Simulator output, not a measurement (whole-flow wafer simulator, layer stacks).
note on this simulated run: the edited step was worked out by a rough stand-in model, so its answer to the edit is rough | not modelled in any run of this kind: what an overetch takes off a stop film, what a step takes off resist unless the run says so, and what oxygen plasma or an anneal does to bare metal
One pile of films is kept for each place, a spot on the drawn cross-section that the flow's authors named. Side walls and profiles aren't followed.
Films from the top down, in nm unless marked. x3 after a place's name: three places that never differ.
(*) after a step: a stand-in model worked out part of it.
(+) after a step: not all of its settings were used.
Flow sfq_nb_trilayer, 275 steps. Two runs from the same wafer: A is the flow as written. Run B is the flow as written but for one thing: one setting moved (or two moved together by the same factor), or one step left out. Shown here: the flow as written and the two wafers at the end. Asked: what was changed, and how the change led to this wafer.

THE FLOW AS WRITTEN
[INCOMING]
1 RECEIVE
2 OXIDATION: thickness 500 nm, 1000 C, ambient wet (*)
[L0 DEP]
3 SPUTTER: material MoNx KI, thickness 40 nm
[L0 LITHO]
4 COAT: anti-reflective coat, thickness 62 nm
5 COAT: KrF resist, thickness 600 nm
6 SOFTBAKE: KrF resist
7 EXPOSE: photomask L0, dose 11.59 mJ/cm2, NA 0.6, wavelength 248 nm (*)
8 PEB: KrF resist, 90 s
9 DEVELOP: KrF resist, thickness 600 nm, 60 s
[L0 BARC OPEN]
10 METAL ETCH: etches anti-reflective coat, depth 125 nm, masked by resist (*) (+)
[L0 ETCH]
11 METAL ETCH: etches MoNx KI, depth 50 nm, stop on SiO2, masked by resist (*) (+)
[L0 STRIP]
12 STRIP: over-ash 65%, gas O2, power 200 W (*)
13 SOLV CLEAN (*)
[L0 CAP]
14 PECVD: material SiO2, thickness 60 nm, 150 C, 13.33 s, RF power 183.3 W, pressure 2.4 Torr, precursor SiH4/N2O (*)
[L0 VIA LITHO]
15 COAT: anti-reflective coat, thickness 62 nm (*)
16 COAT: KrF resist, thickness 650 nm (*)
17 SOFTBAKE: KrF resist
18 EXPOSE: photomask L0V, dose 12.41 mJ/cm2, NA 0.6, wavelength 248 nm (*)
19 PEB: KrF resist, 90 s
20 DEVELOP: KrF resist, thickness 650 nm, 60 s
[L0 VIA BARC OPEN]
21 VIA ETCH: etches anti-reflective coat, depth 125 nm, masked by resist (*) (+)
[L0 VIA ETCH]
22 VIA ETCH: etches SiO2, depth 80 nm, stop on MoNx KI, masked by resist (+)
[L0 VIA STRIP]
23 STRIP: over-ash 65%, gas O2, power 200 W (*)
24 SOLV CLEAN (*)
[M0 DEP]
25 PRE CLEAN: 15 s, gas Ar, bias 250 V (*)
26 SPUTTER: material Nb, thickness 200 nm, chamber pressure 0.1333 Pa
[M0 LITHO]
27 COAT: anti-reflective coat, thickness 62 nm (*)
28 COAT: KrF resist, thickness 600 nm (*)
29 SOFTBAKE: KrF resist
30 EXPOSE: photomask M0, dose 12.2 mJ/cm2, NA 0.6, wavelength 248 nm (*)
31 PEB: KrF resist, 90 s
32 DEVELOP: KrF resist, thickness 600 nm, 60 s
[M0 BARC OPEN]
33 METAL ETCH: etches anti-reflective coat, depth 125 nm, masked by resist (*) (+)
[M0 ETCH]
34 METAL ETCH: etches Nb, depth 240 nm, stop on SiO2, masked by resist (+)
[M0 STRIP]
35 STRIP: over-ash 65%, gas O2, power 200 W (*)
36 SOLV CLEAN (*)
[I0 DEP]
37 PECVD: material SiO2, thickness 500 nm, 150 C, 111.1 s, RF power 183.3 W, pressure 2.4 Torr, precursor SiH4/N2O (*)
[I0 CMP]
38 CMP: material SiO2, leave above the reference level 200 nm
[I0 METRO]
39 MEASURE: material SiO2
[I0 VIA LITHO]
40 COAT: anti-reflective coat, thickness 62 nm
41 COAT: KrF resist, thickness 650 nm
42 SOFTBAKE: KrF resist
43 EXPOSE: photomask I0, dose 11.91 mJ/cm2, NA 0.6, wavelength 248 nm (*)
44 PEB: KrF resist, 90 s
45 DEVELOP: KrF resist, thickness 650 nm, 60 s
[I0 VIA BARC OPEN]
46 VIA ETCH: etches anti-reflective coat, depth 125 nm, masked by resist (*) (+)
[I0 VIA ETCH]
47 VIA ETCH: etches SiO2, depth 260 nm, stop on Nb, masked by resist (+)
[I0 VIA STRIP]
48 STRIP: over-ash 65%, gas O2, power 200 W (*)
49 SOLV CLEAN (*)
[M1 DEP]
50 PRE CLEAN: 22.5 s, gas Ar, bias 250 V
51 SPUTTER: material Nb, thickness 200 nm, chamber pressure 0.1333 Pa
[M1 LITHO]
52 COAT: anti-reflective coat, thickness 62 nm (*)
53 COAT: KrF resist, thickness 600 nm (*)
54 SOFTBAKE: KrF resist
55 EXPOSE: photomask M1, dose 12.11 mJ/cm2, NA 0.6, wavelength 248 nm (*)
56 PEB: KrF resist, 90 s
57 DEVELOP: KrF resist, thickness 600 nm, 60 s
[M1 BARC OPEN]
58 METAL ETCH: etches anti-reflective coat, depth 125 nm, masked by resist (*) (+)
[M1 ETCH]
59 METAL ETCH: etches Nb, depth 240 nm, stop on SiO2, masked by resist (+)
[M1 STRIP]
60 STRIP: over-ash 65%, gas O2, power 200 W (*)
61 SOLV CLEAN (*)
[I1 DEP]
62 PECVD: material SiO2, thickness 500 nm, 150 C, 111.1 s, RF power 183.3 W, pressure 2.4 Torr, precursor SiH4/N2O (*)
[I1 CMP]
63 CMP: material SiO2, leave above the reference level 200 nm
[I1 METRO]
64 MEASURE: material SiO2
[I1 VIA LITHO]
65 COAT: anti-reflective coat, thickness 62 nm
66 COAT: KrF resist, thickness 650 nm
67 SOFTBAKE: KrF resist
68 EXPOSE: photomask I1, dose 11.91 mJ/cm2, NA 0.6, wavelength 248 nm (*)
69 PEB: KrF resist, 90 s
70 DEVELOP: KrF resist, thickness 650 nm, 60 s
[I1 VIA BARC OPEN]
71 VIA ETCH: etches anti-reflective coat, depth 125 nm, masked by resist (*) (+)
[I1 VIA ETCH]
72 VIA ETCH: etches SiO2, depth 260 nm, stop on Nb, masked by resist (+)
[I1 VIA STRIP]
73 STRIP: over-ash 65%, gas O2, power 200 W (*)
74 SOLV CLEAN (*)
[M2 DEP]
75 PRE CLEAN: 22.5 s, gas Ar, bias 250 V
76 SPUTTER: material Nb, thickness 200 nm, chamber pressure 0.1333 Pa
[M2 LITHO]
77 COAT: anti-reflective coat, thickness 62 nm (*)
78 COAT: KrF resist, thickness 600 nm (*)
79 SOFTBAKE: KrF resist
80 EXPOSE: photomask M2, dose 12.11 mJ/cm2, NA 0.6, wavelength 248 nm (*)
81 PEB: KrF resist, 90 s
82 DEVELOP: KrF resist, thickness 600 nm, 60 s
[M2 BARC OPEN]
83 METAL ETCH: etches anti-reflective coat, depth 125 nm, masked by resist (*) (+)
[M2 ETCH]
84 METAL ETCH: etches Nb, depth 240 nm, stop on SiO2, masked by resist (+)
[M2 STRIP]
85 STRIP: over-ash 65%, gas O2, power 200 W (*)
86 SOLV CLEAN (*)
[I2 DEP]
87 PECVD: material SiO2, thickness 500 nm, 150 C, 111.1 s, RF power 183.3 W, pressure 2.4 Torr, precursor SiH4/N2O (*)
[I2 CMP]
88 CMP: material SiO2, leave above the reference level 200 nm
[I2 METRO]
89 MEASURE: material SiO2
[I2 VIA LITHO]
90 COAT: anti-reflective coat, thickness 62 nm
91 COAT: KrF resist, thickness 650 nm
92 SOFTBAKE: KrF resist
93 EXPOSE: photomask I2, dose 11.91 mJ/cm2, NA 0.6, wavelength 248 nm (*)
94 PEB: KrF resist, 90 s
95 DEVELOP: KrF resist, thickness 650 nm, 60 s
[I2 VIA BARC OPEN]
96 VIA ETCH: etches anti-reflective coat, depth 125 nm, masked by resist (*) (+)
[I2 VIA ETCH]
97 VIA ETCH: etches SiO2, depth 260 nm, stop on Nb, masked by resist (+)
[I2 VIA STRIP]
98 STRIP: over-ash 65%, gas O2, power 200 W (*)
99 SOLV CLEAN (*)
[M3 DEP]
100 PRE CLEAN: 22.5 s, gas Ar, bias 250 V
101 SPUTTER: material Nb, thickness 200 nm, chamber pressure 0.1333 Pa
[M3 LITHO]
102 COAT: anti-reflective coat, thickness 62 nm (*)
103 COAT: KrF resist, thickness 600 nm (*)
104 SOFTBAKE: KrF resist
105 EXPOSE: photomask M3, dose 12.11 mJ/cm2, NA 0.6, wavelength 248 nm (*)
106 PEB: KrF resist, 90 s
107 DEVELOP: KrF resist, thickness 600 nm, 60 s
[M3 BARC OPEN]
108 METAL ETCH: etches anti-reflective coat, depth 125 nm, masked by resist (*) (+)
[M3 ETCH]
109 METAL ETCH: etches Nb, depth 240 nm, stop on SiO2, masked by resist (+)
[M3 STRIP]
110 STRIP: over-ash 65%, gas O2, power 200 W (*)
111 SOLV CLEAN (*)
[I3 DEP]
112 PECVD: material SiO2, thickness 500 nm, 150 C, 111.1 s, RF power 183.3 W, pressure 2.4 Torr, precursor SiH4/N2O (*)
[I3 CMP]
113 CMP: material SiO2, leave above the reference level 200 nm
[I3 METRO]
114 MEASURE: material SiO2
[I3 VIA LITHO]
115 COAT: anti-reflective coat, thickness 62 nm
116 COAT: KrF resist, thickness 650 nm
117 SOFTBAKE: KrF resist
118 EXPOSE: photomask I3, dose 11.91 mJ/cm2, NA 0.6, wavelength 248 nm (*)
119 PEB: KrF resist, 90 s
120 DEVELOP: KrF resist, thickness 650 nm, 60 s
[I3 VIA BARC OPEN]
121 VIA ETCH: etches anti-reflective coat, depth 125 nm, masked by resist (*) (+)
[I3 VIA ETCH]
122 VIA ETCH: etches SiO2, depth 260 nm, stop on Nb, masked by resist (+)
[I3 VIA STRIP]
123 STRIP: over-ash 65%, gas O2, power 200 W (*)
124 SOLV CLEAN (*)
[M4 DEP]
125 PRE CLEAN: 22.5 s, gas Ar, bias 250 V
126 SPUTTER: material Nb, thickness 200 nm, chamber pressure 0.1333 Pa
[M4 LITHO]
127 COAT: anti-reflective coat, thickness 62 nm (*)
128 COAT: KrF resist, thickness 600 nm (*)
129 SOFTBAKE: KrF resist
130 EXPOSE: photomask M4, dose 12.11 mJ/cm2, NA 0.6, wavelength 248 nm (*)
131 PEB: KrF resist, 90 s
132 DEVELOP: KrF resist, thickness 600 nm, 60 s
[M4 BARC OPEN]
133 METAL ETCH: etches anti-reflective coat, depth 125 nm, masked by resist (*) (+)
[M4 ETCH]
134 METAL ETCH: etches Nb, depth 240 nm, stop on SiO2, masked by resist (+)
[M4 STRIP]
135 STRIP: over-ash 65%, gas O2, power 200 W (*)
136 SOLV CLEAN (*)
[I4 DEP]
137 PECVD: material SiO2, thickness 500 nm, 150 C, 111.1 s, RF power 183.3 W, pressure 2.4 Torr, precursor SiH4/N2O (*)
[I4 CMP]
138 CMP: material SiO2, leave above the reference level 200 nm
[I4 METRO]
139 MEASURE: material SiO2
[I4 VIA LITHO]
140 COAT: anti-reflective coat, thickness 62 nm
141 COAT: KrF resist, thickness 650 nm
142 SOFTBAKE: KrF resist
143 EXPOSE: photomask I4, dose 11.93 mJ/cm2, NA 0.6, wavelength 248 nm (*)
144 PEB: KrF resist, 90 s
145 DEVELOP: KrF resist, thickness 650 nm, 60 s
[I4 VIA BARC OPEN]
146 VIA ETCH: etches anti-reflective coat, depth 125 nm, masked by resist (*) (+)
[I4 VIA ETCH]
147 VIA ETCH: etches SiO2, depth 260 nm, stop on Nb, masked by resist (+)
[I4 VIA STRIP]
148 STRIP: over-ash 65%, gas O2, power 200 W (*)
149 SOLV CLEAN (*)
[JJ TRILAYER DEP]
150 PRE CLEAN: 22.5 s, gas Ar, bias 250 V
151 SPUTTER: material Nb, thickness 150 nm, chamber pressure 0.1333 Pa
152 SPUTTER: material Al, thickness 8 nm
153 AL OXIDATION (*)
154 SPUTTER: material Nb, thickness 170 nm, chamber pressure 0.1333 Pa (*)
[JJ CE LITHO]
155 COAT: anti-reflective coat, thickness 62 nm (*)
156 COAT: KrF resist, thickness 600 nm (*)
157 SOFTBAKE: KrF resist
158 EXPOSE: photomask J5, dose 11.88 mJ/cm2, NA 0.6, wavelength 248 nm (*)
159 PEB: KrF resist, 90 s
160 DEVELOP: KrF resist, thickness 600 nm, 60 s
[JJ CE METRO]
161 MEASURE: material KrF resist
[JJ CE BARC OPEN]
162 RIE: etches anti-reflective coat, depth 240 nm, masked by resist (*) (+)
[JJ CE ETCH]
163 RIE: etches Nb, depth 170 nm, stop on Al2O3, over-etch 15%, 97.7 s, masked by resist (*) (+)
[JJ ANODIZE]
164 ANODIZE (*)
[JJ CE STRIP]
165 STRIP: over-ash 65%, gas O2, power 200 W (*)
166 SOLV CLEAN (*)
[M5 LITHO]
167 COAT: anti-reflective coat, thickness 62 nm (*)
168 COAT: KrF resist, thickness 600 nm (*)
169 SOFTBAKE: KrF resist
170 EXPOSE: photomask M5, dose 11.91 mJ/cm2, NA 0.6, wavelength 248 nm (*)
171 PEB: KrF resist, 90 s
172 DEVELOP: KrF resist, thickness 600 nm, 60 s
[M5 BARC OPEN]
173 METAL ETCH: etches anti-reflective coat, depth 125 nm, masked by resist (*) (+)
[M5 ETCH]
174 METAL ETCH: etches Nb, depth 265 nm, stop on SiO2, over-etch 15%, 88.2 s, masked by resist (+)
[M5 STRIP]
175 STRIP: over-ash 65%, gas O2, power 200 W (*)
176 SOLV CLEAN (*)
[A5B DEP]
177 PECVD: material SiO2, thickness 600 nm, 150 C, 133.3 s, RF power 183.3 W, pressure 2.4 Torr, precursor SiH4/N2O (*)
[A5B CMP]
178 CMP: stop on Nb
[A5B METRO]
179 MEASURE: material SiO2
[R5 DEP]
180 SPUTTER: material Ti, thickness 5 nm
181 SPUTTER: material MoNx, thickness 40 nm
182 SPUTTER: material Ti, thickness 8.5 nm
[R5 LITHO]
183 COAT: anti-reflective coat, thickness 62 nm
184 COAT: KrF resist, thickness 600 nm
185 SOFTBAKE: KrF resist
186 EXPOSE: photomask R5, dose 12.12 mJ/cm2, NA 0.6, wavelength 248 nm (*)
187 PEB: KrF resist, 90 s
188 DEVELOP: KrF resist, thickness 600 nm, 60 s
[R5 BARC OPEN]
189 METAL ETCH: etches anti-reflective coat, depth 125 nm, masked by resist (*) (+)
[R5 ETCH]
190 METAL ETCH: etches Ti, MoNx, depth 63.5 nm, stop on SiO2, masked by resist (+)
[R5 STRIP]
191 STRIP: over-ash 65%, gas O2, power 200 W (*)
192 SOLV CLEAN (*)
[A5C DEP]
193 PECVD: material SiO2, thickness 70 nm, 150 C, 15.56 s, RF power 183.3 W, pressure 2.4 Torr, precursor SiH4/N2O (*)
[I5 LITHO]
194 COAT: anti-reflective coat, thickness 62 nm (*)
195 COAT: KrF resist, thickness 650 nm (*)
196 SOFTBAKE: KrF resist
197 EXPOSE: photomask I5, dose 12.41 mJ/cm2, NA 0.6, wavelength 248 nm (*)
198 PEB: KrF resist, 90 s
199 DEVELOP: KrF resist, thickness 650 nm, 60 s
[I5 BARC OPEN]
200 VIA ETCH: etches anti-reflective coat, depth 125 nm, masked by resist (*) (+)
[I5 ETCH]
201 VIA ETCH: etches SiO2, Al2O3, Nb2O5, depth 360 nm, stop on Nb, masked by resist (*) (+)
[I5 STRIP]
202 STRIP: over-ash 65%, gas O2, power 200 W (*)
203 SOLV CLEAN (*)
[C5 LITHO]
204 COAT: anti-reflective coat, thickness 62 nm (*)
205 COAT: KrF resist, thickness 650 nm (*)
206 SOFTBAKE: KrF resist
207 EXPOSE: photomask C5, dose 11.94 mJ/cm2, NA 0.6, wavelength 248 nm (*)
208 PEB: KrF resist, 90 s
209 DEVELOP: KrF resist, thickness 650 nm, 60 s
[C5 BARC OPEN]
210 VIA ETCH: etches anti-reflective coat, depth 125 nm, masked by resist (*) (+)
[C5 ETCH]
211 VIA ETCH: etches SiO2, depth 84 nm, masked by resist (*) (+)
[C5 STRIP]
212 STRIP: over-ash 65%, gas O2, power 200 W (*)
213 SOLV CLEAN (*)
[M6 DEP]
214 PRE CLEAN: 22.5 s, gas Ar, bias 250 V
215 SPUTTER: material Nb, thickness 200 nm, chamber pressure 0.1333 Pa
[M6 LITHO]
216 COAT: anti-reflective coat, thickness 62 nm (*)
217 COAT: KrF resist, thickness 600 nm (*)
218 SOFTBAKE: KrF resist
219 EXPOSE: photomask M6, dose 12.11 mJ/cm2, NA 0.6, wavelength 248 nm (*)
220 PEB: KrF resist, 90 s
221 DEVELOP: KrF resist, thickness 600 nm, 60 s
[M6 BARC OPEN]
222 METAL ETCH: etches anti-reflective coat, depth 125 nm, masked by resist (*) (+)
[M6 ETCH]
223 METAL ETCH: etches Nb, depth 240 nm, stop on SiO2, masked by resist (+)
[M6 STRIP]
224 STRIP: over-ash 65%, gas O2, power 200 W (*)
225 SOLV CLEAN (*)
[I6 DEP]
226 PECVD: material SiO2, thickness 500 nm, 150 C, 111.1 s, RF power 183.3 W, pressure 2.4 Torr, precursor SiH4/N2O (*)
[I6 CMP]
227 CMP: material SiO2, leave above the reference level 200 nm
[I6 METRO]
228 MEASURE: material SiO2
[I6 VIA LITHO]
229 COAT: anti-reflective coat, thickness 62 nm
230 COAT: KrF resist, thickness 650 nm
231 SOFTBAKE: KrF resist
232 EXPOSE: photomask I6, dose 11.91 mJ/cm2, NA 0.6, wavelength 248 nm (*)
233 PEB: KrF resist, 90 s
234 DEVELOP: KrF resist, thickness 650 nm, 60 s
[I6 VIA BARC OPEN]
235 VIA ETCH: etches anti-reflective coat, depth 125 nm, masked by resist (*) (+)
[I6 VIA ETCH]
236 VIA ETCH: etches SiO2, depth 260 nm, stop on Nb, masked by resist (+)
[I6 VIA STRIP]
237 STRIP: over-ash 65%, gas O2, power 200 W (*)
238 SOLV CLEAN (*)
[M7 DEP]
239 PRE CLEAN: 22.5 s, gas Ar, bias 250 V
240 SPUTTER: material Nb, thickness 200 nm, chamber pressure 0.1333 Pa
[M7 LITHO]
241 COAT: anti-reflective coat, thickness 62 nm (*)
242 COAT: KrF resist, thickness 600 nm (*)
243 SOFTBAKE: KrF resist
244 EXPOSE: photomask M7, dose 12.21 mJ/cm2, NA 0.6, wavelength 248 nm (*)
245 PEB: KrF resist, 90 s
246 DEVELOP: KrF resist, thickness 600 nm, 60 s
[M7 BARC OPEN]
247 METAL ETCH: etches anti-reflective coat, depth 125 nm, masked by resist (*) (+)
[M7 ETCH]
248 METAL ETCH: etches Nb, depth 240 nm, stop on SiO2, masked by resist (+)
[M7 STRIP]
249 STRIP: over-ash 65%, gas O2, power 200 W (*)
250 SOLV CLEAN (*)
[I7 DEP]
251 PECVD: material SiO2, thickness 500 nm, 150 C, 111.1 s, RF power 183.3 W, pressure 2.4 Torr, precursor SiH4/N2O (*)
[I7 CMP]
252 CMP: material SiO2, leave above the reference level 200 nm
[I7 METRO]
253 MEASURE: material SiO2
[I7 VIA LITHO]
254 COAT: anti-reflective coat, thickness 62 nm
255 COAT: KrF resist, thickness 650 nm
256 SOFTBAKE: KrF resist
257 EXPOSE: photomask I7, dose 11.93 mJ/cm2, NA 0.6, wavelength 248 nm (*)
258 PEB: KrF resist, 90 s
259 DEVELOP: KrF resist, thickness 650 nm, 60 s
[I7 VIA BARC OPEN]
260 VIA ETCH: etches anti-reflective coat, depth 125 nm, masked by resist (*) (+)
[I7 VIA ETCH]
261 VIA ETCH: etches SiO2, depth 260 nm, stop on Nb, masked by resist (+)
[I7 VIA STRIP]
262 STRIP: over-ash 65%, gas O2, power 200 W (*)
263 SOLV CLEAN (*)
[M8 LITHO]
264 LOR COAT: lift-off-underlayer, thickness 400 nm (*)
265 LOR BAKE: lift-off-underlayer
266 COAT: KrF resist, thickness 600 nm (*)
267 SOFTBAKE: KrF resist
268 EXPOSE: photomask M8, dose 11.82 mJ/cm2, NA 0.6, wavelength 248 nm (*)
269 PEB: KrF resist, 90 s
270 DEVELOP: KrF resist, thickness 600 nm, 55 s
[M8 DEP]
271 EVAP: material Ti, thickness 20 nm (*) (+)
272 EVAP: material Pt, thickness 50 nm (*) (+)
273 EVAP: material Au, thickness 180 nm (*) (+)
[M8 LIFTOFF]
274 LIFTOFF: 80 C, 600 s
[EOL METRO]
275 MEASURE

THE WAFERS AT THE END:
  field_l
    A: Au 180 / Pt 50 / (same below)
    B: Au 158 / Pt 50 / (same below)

The cause: step 273, EVAP: thickness 158 nm was run, where the flow has thickness 180 nm.
It can be read off the wafer: field_l has Au 158, and step 273 as written asks for 180 nm.

How the change led to this, step by step:
  273 EVAP: material Au, thickness 180 nm (*) (+)
      field_l, v_sur, via_wl and 103 more: A Au +180 (new film) | B Au +158 (new film)
  274 LIFTOFF: 80 C, 600 s
      p4_fl x3, p4_w1 x9, p4_g1 x2 and 60 more: A Au -180 (all of it), Pt -50 (all of it), Ti -20 (all of it), KrF resist -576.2 (all of it), lift-off-underlayer -400 (all of it) | B Au -158 (all of it), Pt -50 (all of it), Ti -20 (all of it), KrF resist -576.2 (all of it), lift-off-underlayer -400 (all of it)
      c5j, ce_r: A Au -180 (all of it), Pt -50 (all of it), Ti -20 (all of it), KrF resist -573.3 (all of it), lift-off-underlayer -399.3 (all of it) | B Au -158 (all of it), Pt -50 (all of it), Ti -20 (all of it), KrF resist -573.3 (all of it), lift-off-underlayer -399.3 (all of it)
      (and at 19 more places)
